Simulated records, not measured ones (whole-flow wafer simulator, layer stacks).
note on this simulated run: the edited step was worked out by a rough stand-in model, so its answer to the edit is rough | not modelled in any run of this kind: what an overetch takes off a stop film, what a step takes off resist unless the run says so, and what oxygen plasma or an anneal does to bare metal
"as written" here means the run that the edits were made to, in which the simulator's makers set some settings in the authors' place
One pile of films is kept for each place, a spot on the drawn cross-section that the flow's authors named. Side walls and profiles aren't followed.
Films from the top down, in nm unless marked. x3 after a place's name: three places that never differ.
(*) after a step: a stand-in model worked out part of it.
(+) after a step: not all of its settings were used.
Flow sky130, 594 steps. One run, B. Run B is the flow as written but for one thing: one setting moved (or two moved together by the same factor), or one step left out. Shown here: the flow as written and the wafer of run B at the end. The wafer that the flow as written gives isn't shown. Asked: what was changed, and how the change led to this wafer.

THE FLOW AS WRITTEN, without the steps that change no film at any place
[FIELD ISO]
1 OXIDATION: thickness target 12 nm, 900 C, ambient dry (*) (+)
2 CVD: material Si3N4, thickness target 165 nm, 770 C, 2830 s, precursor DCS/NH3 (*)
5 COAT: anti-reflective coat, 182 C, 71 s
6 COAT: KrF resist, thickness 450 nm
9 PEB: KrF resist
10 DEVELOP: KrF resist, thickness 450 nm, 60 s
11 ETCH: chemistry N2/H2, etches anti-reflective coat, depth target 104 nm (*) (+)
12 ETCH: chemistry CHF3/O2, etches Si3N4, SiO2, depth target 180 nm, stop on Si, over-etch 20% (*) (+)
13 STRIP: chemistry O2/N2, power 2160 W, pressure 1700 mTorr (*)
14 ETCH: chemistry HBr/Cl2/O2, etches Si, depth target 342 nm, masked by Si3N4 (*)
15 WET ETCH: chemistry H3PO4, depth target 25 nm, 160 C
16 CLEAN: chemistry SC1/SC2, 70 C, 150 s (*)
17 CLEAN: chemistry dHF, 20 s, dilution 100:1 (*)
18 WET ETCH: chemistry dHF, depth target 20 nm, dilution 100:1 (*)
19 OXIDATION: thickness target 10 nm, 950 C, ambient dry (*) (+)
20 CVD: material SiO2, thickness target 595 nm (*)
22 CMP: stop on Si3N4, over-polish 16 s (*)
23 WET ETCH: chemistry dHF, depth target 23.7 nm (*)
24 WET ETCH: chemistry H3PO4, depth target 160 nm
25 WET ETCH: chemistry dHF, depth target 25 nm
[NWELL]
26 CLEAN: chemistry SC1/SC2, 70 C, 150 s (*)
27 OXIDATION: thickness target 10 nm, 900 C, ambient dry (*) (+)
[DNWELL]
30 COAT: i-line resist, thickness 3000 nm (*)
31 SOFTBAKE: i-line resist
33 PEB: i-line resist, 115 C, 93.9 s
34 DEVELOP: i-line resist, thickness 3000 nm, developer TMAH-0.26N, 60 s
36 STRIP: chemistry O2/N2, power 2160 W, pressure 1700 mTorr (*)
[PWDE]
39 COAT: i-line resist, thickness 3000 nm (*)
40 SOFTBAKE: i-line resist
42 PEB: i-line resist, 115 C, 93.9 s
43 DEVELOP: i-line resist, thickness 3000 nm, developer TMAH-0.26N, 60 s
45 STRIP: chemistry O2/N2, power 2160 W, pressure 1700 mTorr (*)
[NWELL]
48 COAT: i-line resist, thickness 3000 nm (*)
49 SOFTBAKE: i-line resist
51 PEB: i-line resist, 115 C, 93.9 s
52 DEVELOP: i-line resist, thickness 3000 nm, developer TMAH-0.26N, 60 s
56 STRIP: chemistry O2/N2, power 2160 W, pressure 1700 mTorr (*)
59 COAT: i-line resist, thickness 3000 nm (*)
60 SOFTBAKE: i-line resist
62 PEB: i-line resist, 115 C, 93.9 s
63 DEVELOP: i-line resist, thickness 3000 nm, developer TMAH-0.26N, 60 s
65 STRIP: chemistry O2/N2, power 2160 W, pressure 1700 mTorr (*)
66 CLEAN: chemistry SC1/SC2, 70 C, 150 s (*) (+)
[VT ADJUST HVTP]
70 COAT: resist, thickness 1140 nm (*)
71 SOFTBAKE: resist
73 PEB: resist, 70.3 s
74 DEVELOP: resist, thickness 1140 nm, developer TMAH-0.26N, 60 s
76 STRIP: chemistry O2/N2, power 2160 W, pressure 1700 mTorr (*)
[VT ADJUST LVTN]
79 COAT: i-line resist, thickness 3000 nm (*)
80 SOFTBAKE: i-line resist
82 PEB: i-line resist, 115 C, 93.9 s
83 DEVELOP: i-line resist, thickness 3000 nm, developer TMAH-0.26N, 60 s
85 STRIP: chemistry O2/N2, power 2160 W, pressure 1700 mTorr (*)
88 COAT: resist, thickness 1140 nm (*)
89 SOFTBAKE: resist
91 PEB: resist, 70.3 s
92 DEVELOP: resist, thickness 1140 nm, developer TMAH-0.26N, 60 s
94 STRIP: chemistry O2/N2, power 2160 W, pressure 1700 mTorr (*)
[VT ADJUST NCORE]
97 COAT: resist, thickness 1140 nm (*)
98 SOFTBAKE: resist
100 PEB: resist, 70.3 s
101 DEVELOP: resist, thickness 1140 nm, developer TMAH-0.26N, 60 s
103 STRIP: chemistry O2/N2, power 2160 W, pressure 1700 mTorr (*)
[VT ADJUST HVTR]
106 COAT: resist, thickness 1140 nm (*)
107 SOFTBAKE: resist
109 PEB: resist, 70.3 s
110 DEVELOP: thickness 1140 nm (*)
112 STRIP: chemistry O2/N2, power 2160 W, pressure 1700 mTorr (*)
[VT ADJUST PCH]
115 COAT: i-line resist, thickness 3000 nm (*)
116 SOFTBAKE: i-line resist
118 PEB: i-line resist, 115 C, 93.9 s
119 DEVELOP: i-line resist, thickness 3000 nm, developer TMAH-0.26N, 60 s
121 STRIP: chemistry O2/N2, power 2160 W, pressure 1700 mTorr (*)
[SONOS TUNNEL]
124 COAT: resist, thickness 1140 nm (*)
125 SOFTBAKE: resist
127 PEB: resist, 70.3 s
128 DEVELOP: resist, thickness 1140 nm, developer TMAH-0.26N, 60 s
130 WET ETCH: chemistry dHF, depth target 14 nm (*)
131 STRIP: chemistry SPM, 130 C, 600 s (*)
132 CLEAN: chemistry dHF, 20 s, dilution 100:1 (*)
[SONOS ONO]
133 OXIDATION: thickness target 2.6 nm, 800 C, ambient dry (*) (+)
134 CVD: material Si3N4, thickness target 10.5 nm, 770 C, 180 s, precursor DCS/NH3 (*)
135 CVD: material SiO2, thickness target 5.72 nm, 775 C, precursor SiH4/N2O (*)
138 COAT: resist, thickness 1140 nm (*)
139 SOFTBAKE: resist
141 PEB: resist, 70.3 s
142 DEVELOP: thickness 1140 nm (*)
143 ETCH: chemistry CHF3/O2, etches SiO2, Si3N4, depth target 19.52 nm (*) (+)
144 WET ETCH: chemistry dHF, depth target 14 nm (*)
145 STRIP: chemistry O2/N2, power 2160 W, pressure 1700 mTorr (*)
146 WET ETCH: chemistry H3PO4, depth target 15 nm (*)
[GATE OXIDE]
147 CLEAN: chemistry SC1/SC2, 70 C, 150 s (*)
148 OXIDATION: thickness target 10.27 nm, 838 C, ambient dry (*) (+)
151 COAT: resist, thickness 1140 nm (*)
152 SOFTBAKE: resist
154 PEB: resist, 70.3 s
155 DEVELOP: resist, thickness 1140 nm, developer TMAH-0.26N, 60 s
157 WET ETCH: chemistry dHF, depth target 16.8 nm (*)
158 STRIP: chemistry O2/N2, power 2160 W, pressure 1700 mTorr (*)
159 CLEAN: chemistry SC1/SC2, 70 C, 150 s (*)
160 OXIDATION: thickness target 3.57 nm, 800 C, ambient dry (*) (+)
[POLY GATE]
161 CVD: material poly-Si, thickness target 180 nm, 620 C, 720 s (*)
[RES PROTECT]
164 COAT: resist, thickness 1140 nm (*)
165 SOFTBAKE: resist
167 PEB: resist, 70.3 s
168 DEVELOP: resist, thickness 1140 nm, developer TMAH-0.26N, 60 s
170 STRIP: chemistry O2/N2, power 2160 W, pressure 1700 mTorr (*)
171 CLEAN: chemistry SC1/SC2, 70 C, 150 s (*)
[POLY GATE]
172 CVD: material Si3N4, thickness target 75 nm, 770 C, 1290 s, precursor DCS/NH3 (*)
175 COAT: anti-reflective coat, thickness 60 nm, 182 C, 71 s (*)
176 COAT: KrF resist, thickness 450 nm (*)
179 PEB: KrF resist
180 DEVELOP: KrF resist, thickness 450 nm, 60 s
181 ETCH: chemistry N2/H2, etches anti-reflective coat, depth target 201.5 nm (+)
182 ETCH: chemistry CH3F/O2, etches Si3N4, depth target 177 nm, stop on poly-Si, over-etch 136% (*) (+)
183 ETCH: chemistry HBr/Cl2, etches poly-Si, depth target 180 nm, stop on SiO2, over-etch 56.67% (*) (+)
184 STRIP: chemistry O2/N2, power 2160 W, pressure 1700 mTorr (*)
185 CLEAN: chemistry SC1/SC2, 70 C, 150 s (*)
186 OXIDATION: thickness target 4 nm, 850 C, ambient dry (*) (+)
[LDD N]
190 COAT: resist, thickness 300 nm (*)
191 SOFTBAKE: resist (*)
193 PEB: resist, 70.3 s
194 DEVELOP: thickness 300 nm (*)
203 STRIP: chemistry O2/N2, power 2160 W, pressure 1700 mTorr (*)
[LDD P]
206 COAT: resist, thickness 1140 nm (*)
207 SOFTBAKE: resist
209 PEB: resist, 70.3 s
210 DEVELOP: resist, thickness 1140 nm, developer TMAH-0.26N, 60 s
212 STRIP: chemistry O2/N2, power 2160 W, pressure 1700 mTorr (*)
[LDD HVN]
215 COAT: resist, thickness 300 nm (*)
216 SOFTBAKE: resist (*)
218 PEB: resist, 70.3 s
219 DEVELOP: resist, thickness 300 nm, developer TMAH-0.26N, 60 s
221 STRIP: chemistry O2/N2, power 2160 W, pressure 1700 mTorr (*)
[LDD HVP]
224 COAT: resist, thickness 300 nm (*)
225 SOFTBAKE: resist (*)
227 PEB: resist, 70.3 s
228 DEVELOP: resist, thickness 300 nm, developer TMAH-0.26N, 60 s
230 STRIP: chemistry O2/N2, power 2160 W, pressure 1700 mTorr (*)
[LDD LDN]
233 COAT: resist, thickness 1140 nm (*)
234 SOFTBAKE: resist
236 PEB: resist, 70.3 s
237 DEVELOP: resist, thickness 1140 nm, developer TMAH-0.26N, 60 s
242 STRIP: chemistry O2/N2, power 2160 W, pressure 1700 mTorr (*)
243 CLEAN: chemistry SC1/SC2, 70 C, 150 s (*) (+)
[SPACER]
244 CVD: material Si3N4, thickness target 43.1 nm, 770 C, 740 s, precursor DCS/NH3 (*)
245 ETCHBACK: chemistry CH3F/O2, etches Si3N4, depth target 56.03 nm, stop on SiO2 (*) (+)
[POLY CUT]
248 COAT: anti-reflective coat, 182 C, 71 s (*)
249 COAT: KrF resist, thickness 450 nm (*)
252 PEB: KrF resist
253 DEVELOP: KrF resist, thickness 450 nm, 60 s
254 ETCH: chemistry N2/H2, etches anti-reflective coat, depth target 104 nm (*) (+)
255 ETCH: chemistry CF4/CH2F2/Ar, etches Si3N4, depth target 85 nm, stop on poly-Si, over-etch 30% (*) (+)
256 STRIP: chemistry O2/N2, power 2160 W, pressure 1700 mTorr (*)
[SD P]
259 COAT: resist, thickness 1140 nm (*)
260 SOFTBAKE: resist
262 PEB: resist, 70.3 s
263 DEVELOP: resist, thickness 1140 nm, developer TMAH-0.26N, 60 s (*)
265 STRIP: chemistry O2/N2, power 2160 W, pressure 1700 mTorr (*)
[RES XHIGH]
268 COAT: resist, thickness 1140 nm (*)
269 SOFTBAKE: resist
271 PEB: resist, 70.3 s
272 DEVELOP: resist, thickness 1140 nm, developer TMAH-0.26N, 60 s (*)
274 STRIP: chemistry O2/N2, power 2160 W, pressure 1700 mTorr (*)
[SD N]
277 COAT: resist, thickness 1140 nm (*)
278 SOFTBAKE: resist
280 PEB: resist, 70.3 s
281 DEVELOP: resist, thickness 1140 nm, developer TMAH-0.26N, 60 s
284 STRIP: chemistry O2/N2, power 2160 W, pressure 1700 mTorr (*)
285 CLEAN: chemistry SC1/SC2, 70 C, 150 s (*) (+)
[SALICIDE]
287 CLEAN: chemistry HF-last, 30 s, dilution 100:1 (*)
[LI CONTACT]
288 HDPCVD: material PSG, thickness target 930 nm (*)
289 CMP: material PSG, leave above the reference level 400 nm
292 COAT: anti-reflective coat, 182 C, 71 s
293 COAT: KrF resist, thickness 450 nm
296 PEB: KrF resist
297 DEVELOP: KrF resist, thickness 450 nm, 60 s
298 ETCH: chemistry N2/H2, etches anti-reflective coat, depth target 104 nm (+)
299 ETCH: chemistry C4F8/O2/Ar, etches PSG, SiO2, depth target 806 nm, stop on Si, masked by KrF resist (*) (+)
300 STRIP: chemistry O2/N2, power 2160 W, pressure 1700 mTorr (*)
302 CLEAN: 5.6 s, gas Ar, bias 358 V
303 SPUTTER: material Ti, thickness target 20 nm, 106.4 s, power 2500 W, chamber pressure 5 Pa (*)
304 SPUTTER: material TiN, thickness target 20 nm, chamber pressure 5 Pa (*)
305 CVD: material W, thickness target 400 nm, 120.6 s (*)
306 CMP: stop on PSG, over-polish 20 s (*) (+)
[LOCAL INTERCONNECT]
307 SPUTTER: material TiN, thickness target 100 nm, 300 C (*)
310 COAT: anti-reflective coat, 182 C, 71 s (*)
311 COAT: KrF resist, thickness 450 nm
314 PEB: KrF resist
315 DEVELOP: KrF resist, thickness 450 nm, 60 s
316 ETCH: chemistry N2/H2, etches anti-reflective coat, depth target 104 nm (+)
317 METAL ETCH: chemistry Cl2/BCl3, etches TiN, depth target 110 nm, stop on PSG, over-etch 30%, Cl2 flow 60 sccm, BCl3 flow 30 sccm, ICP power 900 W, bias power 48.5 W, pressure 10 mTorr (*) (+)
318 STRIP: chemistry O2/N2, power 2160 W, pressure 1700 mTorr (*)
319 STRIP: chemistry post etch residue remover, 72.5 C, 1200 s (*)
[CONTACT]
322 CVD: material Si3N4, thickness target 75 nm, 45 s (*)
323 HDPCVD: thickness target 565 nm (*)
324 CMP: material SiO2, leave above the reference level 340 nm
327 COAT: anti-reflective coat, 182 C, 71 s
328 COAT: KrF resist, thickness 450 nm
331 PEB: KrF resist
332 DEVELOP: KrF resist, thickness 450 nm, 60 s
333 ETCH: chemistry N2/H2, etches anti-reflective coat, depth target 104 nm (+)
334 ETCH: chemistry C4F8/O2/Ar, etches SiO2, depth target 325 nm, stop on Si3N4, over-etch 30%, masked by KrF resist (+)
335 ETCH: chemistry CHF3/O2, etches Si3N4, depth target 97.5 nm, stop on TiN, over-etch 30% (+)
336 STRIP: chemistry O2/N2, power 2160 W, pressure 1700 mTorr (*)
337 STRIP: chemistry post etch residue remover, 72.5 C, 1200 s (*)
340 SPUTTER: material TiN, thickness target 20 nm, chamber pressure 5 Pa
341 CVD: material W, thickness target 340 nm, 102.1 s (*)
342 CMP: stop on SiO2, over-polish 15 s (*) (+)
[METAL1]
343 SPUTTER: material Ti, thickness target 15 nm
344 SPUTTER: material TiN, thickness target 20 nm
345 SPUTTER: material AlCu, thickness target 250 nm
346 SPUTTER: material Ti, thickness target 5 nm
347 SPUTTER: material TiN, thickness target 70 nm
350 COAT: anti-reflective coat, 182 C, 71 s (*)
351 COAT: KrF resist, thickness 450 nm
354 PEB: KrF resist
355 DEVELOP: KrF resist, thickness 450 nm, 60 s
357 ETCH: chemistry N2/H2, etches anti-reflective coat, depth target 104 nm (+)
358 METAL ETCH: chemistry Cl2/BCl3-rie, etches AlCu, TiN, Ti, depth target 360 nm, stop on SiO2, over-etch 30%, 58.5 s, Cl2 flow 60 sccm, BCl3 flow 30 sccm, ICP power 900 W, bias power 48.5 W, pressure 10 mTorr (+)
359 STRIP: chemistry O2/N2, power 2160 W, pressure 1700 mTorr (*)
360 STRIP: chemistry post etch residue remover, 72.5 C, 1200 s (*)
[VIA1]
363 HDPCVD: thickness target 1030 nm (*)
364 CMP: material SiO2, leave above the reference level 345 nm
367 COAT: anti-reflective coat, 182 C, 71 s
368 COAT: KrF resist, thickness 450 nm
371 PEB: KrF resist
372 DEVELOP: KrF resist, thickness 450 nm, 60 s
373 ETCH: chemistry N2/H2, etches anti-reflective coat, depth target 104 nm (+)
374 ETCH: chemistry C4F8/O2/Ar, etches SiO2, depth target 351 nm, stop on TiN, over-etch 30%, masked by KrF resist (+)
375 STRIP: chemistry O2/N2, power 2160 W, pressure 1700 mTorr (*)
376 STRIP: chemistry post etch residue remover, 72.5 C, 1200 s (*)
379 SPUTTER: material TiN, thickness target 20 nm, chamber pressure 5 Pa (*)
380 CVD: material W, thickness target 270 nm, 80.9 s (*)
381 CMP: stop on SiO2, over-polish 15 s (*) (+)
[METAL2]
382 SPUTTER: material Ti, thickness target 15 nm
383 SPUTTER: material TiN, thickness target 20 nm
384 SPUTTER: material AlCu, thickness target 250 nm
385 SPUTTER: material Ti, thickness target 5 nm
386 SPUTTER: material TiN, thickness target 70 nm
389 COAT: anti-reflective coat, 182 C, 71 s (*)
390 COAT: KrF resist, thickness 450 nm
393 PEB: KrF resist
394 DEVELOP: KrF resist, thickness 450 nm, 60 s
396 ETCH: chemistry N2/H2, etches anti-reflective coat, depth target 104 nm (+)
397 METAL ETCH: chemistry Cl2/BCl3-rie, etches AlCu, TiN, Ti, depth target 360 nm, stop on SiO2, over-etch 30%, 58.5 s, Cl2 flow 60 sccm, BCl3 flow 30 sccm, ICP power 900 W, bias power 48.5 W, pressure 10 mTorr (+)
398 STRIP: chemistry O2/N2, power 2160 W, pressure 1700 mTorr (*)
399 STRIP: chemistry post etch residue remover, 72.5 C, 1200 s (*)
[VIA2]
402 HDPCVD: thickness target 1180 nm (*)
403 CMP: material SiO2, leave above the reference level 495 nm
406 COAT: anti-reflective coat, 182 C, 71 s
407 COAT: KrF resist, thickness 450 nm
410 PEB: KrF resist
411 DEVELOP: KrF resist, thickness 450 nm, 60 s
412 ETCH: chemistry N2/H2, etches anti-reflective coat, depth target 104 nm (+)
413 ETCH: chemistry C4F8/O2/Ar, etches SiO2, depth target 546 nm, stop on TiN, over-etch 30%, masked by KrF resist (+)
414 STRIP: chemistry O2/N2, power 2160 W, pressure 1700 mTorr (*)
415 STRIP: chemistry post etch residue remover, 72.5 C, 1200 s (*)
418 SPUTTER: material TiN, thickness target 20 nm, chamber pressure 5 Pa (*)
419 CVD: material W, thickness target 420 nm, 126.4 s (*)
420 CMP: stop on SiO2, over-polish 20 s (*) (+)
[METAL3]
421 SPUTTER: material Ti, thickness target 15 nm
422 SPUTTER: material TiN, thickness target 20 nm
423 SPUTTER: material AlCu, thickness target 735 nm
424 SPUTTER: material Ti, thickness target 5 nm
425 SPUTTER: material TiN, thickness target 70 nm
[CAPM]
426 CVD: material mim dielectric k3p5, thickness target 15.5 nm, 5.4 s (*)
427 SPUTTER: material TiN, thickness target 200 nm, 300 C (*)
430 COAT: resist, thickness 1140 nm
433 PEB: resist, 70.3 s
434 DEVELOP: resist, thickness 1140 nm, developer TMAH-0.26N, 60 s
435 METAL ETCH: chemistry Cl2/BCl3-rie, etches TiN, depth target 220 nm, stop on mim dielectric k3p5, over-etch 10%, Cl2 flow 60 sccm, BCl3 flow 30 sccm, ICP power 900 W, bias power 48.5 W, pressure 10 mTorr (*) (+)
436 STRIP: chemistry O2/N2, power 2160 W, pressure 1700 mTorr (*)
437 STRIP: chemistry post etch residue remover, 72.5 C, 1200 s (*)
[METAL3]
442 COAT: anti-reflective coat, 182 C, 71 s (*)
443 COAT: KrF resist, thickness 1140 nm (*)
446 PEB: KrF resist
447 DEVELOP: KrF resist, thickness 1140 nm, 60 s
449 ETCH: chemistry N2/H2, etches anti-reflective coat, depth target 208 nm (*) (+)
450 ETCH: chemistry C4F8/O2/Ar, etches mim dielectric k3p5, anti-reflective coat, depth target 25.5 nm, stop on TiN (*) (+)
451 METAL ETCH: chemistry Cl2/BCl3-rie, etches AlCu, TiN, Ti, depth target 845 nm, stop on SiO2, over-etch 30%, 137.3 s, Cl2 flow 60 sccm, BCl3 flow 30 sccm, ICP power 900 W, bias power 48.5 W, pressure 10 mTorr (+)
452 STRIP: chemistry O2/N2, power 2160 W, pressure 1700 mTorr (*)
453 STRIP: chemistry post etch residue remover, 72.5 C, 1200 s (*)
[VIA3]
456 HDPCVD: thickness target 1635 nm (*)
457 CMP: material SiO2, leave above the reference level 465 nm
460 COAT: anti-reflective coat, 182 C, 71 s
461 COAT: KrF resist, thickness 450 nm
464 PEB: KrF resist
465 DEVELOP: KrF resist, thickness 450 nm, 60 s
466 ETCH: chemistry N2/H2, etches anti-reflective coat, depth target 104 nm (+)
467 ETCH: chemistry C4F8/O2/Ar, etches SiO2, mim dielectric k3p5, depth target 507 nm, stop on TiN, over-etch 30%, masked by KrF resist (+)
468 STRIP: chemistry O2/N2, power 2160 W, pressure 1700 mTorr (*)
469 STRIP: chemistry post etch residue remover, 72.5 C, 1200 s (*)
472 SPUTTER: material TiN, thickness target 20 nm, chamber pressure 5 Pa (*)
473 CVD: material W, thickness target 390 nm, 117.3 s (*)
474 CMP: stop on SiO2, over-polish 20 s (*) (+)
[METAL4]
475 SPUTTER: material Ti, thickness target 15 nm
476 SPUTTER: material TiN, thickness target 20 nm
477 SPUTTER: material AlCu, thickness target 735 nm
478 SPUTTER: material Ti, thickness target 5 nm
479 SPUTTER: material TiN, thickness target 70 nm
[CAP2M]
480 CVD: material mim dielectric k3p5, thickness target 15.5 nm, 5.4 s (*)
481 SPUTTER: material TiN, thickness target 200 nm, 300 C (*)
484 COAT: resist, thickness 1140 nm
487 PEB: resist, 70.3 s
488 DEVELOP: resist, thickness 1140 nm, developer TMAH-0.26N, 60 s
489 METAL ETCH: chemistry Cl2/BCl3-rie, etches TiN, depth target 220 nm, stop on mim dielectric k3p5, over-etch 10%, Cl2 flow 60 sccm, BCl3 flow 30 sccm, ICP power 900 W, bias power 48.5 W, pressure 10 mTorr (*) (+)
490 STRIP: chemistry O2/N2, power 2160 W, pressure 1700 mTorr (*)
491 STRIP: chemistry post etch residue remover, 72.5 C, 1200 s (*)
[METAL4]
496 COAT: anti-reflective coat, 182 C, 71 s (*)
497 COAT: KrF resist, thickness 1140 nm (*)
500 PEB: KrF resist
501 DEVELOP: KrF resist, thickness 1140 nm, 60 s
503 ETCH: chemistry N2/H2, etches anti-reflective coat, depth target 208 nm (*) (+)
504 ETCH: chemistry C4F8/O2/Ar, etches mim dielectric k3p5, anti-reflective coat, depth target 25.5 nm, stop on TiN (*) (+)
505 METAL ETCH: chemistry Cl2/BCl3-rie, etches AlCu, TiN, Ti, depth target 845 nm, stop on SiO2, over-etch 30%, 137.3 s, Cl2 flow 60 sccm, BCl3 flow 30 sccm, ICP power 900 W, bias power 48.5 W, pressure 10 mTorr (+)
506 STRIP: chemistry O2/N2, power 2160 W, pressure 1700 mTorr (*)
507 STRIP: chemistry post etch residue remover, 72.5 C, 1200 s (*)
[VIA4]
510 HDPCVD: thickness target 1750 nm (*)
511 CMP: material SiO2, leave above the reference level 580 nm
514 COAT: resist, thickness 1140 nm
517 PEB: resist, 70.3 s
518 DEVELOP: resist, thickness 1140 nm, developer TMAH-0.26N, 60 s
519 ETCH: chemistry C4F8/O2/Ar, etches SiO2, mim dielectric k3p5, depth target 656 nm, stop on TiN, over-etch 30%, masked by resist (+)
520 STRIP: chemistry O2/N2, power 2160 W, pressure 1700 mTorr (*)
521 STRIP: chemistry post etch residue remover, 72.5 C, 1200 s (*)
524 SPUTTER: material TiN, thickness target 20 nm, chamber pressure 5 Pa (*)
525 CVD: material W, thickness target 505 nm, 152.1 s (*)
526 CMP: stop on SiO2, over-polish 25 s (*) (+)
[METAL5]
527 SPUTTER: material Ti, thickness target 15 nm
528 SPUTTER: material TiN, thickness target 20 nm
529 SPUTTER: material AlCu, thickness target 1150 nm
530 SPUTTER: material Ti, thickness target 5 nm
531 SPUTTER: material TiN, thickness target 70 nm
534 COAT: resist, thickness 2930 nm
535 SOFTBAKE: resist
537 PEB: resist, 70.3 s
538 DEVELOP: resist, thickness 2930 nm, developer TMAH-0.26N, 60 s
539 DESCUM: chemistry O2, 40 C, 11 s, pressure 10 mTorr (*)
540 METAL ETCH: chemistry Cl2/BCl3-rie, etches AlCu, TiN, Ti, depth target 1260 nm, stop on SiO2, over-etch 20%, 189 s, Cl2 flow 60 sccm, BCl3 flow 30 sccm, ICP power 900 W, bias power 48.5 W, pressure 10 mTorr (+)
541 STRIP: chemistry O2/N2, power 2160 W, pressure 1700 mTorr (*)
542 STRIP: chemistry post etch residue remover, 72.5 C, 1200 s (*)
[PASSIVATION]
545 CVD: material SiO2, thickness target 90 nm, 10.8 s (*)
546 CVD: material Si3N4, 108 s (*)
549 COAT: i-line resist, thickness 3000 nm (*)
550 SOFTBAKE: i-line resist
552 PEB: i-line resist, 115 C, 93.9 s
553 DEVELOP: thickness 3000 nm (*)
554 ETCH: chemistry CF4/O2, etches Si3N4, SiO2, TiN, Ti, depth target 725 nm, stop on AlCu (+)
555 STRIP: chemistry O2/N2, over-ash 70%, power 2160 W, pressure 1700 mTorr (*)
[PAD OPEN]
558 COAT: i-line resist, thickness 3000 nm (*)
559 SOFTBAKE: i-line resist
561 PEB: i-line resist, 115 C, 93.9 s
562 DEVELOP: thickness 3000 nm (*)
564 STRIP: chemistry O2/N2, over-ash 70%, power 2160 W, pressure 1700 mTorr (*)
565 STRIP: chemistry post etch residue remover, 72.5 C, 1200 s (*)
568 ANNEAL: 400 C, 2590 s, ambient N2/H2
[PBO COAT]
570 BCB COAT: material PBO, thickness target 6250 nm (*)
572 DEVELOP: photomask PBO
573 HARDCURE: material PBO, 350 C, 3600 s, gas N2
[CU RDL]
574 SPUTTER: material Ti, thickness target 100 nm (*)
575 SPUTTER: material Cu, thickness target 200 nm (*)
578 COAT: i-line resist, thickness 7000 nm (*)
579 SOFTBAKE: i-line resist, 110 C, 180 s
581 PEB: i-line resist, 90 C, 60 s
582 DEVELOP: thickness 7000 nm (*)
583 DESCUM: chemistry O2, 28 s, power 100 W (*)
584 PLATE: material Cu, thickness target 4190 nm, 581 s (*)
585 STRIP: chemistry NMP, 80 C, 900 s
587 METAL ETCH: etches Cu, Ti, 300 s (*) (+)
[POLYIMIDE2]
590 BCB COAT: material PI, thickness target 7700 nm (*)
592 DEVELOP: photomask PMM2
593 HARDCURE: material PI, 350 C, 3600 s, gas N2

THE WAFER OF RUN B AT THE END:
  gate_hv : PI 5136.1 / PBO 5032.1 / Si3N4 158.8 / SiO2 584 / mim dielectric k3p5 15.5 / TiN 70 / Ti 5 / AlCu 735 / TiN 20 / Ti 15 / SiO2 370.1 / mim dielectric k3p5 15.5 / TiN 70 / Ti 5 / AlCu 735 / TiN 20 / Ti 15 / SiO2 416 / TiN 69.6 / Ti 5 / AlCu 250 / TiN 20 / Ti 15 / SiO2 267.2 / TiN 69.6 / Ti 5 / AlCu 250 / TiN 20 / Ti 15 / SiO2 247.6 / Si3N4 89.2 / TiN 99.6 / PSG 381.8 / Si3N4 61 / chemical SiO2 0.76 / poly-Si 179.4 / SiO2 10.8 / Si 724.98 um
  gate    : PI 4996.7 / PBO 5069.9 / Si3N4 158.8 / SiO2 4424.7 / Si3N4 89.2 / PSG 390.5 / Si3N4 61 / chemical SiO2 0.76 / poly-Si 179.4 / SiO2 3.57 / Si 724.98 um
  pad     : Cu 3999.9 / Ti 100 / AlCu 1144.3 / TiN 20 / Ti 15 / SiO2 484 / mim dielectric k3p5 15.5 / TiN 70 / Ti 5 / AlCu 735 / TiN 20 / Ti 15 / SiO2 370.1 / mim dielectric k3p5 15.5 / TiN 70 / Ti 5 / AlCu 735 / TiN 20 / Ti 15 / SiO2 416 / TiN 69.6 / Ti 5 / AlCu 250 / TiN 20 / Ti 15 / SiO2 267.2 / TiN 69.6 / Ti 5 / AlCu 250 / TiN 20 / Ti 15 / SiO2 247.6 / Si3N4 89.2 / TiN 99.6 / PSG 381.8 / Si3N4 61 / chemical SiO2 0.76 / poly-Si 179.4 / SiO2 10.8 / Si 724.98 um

The cause: step 322, CVD: thickness target 89.2 nm was run, where the flow has thickness target 75 nm; step 322, CVD: 53.5 s was run, where the flow has 45 s.
It can be read off the wafer: gate_hv has Si3N4 89.2, and step 322 as written asks for 75 nm.

How the change led to this, step by step:
  322 CVD: material Si3N4, thickness target 75 nm, 45 s (*)
      field, active, n_well and 188 more: Si3N4 +89.2 (new film) (as written it would be: Si3N4 +75 (new film))
  324 CMP: material SiO2, leave above the reference level 340 nm
      n_well, p_well, gate_hv and 93 more: SiO2 -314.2 (as written it would be: SiO2 -300)
      field, active, gate and 88 more: SiO2 -214.6 (as written it would be: SiO2 -200.4)
      (and at 4 more places)
  334 ETCH: chemistry C4F8/O2/Ar, etches SiO2, depth target 325 nm, stop on Si3N4, over-etch 30%, masked by KrF resist (+)
      poly_licon, ndiff_licon, ndiff_licon_cpp, rpo_hd_licon: SiO2 -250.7 (all of it) (as written it would be: SiO2 -264.9 (all of it))
  335 ETCH: chemistry CHF3/O2, etches Si3N4, depth target 97.5 nm, stop on TiN, over-etch 30% (+)
      poly_licon, ndiff_licon, ndiff_licon_cpp, rpo_hd_licon: Si3N4 -89.2 (all of it) (as written it would be: Si3N4 -75 (all of it))
